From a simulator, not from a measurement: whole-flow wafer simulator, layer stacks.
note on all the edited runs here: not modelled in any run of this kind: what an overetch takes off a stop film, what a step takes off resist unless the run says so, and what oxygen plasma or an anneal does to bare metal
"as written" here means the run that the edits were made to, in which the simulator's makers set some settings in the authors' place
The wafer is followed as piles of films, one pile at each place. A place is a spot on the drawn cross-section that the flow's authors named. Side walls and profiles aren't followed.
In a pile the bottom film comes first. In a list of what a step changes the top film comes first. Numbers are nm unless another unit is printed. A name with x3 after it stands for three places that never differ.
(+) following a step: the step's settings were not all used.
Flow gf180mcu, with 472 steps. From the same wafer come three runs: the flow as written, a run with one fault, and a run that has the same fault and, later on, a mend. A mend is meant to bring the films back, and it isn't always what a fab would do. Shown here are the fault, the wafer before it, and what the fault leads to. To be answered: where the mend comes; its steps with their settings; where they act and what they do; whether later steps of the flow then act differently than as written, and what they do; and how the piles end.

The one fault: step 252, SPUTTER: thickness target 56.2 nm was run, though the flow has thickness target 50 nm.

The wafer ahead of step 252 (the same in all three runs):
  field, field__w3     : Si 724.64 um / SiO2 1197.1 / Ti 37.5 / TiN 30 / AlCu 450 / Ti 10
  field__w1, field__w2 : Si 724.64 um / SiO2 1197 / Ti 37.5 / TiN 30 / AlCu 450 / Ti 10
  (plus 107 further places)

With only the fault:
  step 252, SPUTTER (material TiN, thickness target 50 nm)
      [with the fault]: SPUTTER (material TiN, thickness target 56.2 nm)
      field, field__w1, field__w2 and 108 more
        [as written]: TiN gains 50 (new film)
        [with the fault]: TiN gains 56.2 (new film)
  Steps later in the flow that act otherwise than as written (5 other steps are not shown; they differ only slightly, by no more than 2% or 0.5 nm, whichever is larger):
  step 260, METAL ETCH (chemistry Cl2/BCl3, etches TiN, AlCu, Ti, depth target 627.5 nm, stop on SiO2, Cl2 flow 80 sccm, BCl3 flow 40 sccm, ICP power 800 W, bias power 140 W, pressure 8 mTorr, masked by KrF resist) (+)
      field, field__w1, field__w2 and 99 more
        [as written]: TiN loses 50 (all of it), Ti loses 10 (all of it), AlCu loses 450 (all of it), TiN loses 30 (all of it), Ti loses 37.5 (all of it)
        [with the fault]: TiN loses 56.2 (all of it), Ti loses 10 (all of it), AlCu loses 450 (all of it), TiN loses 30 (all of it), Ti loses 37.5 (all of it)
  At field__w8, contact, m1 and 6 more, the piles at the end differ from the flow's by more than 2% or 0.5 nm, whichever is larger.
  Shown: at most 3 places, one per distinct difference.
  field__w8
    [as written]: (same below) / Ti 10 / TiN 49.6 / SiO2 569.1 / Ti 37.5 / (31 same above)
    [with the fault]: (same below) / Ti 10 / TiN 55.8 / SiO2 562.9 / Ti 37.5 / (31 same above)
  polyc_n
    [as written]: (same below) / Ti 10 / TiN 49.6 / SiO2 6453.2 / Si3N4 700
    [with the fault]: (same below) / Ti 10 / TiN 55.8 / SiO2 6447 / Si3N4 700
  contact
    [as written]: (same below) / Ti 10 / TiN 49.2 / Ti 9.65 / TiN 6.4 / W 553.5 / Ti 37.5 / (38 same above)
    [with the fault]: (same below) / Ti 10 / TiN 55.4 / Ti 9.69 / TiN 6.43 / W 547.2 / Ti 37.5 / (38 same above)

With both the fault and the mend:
  The mend follows step 252.
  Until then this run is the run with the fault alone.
  step 252a, METAL ETCH (chemistry Cl2/BCl3, etches TiN, AlCu, Ti, depth target 6.2 nm, Cl2 flow 80 sccm, BCl3 flow 40 sccm, ICP power 800 W, bias power 140 W, pressure 8 mTorr)
      field, field__w1, field__w2 and 108 more
        TiN loses 6.2
  Every later step of the flow that is run acts as written at every place that is followed.
  By the end, the piles equal the flow's at every place that both follow.
